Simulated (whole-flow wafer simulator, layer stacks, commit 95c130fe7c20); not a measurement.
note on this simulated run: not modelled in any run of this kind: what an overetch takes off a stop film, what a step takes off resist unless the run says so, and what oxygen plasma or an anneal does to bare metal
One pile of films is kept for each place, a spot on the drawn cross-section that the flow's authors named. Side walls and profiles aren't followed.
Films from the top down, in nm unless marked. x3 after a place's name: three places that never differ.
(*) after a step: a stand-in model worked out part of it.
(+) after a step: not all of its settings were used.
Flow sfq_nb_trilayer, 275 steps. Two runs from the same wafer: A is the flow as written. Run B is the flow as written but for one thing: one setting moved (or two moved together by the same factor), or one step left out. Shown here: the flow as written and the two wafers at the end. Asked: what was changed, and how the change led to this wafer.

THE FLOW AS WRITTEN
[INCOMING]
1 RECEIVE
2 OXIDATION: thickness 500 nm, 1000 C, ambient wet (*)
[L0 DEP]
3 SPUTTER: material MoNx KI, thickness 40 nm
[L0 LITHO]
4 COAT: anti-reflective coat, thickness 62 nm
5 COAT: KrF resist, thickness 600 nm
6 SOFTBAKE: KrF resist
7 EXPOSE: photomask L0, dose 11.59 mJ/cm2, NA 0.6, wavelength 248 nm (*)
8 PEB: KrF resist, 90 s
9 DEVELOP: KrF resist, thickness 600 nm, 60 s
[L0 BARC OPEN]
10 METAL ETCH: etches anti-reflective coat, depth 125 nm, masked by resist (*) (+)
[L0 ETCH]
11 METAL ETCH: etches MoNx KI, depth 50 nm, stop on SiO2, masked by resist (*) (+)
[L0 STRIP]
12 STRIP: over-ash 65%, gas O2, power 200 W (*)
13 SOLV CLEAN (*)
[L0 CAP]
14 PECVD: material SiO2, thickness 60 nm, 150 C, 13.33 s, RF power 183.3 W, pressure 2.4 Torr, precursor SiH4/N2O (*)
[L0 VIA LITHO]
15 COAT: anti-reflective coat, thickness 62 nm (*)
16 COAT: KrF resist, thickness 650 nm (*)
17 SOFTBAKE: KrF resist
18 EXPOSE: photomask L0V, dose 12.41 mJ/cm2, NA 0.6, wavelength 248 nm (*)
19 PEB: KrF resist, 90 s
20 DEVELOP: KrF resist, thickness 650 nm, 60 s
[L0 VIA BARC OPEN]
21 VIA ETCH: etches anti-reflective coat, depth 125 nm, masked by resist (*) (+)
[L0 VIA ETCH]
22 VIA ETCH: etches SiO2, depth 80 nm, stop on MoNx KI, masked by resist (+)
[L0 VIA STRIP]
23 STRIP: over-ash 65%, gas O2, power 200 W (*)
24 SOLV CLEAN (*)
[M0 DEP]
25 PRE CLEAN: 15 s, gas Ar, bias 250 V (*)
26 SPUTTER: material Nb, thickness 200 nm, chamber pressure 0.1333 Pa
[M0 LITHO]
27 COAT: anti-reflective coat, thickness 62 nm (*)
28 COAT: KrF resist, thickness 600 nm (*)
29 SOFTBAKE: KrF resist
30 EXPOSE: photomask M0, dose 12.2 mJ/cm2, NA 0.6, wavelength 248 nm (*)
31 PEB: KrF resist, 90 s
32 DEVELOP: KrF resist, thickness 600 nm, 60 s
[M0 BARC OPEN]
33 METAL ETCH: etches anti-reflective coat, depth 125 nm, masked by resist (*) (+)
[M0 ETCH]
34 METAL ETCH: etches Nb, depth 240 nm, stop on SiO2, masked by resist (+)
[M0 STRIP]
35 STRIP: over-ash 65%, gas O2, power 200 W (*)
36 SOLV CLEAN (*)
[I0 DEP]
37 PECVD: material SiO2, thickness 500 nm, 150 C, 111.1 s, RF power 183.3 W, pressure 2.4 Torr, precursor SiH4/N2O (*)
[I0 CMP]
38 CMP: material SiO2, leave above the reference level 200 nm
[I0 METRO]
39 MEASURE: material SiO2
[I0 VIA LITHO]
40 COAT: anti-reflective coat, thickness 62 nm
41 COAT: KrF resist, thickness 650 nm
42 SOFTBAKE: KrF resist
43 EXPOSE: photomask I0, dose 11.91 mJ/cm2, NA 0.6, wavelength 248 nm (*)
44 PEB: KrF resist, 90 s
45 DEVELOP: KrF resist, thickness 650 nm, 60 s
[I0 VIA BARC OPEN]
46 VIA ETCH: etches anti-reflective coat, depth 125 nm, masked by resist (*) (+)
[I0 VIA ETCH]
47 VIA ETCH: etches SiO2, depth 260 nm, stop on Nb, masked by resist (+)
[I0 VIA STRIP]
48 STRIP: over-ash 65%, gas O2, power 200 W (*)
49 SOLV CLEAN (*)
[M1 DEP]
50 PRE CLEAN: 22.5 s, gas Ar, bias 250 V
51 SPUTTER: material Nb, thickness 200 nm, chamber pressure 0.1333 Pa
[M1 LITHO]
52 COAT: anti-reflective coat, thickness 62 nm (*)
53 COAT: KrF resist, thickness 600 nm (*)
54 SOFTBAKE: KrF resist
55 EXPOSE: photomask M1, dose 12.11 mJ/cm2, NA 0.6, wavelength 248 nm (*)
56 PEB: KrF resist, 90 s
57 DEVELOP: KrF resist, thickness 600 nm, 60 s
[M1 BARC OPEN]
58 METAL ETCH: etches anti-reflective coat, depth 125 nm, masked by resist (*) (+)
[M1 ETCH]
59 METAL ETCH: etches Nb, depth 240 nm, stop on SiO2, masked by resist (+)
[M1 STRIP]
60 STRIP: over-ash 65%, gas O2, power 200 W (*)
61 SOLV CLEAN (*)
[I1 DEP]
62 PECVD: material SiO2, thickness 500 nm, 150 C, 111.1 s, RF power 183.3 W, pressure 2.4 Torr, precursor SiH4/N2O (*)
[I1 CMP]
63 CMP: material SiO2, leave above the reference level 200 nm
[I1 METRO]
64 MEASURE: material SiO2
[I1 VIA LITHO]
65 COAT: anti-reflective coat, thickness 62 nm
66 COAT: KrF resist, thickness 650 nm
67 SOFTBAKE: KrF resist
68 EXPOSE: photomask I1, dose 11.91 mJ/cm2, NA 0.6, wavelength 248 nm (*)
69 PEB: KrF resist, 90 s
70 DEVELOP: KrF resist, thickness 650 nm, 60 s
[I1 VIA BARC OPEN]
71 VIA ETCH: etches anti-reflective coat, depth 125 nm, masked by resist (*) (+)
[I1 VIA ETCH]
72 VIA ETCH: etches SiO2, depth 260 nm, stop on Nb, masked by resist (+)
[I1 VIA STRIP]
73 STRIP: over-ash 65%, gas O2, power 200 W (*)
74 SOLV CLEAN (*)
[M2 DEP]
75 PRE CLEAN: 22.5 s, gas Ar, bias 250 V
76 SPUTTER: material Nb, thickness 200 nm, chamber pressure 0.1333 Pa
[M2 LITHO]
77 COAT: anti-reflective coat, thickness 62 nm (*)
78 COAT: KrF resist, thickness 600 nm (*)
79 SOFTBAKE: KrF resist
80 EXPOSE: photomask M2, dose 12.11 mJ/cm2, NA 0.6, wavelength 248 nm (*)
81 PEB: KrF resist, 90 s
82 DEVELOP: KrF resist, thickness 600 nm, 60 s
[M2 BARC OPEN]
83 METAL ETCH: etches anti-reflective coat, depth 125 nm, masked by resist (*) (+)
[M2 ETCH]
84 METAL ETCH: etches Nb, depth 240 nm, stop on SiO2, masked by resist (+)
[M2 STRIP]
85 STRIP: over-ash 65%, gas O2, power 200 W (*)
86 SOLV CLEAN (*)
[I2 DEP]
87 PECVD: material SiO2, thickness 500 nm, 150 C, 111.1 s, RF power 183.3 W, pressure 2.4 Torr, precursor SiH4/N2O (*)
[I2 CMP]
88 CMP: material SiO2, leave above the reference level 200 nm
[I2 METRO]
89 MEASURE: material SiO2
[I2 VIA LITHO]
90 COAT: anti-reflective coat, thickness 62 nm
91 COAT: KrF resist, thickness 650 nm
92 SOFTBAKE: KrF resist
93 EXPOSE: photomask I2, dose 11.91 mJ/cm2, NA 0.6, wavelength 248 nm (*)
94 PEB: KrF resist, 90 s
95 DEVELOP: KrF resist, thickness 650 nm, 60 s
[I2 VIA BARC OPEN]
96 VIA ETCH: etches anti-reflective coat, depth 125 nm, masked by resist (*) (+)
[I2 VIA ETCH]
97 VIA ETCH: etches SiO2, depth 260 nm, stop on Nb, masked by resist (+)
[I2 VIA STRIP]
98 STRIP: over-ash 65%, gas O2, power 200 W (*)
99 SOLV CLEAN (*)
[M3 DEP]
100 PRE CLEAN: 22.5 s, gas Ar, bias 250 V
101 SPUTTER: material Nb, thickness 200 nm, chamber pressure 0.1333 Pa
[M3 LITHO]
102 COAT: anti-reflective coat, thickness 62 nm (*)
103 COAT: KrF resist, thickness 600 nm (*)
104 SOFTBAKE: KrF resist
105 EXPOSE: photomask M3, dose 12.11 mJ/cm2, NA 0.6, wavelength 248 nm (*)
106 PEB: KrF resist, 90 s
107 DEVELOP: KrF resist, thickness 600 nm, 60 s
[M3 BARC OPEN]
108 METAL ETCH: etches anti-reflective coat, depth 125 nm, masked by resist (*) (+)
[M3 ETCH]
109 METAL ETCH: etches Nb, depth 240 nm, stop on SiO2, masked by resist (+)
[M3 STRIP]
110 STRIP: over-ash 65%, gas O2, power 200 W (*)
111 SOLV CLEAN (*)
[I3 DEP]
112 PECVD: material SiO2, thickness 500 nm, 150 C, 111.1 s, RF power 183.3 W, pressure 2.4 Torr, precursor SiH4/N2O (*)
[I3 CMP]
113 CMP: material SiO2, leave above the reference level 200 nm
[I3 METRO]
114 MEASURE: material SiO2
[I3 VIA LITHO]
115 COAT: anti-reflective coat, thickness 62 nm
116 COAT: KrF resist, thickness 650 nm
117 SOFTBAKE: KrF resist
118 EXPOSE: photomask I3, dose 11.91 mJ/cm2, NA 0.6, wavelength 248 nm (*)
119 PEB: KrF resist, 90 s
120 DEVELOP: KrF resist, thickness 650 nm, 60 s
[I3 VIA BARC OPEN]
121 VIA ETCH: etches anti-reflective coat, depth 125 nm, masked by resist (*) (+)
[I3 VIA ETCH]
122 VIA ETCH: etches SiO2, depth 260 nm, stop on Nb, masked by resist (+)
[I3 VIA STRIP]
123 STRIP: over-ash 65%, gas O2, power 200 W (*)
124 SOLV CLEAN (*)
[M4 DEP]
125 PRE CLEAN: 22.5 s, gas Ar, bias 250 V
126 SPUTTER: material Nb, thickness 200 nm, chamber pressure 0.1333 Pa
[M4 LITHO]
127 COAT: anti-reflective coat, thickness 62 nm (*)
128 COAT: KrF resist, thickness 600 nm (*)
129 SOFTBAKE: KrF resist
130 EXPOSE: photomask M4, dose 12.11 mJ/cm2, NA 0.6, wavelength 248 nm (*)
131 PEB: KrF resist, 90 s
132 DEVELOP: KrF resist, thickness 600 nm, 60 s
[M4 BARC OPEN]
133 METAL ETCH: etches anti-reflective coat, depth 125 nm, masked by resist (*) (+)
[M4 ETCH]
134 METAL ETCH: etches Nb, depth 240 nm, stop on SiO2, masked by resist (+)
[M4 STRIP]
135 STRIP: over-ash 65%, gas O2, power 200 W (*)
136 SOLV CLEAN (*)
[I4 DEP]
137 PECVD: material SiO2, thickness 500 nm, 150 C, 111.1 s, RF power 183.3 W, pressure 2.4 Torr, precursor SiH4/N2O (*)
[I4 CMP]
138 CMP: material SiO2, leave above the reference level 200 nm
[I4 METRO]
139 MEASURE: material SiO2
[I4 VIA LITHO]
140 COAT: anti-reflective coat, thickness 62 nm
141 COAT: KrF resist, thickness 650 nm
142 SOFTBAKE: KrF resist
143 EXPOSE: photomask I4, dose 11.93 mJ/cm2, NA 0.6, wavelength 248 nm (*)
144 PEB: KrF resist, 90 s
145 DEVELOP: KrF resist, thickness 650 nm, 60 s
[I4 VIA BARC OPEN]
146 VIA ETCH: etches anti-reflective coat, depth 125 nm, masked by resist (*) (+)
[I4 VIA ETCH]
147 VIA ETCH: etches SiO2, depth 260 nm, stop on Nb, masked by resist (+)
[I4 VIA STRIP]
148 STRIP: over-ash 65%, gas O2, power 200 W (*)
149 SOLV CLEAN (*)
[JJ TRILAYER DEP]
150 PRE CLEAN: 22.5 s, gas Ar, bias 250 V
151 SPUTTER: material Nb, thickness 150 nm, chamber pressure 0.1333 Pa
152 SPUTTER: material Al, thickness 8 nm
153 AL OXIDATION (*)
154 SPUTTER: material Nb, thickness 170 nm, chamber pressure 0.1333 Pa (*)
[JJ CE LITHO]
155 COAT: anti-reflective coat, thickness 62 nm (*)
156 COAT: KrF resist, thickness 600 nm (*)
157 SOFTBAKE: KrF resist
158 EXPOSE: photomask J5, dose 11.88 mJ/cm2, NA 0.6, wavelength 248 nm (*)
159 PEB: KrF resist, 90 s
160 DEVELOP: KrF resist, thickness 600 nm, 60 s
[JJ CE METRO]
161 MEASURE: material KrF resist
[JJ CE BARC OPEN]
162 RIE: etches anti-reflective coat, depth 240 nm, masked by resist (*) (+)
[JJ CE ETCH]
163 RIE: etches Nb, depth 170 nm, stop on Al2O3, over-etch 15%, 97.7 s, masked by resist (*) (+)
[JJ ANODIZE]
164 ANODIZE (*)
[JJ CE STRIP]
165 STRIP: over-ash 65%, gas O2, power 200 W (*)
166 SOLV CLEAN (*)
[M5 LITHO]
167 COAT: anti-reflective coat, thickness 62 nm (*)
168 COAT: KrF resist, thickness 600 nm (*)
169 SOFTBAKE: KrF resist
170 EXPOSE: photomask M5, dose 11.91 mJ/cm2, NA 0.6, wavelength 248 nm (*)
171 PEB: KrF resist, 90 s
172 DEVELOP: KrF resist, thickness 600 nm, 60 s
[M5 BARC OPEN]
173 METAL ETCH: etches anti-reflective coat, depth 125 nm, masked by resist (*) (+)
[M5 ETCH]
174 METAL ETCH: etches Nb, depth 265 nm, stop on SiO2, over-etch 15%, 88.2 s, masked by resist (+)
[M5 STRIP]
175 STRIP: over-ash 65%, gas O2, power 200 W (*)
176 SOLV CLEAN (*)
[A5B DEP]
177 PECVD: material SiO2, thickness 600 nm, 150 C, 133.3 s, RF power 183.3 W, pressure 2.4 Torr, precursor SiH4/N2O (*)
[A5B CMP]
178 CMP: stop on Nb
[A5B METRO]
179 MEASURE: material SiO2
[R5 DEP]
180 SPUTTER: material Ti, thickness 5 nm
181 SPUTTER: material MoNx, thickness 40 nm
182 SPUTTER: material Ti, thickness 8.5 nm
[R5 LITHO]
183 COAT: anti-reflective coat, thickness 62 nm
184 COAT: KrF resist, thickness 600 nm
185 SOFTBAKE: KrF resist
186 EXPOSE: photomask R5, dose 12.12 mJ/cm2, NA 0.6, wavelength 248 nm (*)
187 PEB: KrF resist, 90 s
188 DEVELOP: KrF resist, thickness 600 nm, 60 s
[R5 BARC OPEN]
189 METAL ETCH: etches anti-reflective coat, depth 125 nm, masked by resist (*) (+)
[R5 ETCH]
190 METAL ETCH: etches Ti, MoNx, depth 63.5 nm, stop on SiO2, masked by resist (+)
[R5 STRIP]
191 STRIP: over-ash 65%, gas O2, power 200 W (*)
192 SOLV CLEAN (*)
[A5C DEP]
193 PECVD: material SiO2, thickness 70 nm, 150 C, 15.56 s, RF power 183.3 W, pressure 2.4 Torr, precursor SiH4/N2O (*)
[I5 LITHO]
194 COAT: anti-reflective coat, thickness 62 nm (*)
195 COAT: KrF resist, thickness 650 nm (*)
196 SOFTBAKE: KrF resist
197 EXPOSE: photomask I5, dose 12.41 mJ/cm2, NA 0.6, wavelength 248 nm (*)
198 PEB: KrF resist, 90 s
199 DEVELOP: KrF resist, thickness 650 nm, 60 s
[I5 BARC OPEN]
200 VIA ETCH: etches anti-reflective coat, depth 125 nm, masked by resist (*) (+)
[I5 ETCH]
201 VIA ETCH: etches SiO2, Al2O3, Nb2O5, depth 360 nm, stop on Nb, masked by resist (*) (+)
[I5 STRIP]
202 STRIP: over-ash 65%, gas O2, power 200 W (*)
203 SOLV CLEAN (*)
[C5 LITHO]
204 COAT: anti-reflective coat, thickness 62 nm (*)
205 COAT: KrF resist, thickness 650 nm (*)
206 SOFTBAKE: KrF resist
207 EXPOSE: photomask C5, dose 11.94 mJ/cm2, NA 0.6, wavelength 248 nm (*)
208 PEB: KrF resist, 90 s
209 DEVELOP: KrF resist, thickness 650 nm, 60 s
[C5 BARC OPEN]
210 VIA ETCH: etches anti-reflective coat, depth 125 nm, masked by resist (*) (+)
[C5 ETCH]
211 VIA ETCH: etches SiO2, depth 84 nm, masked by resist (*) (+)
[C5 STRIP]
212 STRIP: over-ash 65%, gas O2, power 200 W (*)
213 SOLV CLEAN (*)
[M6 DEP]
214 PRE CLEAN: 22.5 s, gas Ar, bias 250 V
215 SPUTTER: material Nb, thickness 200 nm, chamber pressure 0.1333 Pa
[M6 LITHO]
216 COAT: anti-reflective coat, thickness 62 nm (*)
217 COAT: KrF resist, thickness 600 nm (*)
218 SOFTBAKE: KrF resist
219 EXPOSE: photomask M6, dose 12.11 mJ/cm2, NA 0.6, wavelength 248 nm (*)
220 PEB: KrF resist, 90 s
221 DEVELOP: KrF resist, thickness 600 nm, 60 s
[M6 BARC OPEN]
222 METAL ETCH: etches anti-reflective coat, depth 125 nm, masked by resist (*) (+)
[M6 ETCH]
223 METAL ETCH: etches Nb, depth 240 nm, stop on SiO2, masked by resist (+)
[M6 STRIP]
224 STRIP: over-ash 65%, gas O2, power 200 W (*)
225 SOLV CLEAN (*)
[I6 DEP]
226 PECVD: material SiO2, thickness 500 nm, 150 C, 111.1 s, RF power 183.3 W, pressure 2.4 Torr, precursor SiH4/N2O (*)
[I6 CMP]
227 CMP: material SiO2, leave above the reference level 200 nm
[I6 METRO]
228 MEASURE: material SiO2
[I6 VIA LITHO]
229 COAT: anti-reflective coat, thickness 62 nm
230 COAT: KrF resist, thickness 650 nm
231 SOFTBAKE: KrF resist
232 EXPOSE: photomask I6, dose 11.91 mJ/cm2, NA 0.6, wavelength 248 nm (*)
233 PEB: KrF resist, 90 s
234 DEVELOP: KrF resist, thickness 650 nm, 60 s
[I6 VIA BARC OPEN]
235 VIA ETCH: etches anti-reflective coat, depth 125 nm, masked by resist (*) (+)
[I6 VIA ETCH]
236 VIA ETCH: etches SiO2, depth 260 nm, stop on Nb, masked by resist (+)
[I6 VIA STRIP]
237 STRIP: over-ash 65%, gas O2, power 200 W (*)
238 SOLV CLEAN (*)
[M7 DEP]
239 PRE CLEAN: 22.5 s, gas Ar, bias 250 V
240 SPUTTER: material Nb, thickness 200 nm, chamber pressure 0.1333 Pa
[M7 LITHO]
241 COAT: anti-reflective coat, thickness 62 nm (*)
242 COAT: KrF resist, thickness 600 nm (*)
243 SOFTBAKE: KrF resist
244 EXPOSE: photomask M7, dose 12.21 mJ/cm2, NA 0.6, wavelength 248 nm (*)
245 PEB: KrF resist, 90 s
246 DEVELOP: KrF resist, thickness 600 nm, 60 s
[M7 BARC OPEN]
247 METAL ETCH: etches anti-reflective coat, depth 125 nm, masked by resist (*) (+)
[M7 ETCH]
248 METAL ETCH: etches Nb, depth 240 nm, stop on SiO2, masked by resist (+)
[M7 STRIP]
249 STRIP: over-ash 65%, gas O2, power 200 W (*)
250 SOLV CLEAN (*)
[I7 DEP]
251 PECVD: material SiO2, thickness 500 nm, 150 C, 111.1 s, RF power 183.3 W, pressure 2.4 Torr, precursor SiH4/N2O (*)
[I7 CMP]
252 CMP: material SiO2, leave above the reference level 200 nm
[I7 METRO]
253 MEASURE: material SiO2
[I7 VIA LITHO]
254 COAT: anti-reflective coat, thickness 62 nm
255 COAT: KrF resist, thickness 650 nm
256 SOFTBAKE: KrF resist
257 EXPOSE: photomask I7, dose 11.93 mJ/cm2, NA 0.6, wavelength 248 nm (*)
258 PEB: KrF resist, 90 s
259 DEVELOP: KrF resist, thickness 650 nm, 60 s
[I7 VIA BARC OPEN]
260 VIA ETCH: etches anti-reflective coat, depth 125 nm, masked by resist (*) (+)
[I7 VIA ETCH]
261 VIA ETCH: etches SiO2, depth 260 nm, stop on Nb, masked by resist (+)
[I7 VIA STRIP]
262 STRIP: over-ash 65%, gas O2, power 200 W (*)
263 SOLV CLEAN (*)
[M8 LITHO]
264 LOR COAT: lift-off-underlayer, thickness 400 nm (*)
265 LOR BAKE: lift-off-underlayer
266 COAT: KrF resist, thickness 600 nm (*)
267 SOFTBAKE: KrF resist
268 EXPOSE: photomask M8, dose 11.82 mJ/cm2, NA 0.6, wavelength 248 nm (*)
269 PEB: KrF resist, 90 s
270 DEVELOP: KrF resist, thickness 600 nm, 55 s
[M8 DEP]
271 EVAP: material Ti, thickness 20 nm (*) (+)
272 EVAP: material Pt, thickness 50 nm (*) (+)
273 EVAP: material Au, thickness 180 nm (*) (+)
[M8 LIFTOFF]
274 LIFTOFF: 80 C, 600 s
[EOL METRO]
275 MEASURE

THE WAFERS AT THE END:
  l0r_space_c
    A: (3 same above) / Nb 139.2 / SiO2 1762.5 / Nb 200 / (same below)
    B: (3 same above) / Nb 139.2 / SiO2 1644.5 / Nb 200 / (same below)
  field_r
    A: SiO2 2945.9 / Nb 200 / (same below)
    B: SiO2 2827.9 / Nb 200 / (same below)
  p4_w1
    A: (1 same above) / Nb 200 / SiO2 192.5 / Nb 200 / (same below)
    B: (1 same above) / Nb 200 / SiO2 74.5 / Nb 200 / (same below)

The cause: step 113, CMP: leave above the reference level 82 nm was run, where the flow has leave above the reference level 200 nm.

How the change led to this, step by step:
  113 CMP: material SiO2, leave above the reference level 200 nm
      field_l, be, be_sur and 64 more: A SiO2 -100 | B SiO2 -218
      v_sur, via_wl, via_wr and 27 more: A SiO2 -300 | B SiO2 -418
      (and at 9 more places)
  122 VIA ETCH: etches SiO2, depth 260 nm, stop on Nb, masked by resist (+)
      field_l, v_sur, via_wl and 102 more: A KrF resist -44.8 | B KrF resist -21.2
      via_v: A SiO2 -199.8 (all of it) | B SiO2 -81.8 (all of it)
  123 STRIP: over-ash 65%, gas O2, power 200 W (*)
      field_l, v_sur, via_wl and 102 more: A KrF resist -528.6 (all of it), anti-reflective coat -62 (all of it) | B KrF resist -552.3 (all of it), anti-reflective coat -62 (all of it)
  126 SPUTTER: material Nb, thickness 200 nm, chamber pressure 0.1333 Pa
      via_v: A Nb +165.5 | B Nb +191.6
  127 COAT: anti-reflective coat, thickness 62 nm (*)
      via_sp: A anti-reflective coat +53 (new film) | B anti-reflective coat +54.2 (new film)
      via_v: A anti-reflective coat +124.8 (new film) | B anti-reflective coat +96.6 (new film)
      (and at 1 more place)
  128 COAT: KrF resist, thickness 600 nm (*)
      via_v: A KrF resist +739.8 (new film) | B KrF resist +642.6 (new film)
  135 STRIP: over-ash 65%, gas O2, power 200 W (*)
      via_sp: A KrF resist -373.9 (all of it), anti-reflective coat -53 (all of it) | B KrF resist -382.6 (all of it), anti-reflective coat -54.2 (all of it)
      via_v: A KrF resist -521.8 (all of it), anti-reflective coat -124.8 (all of it) | B KrF resist -424.9 (all of it), anti-reflective coat -96.6 (all of it)
      (and at 1 more place)
  137 PECVD: material SiO2, thickness 500 nm, 150 C, 111.1 s, RF power 183.3 W, pressure 2.4 Torr, precursor SiH4/N2O (*)
      via_v: A SiO2 +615 (new film) | B SiO2 +500 (new film)
  138 CMP: material SiO2, leave above the reference level 200 nm
      via_v: A SiO2 -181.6 | B SiO2 -210.7
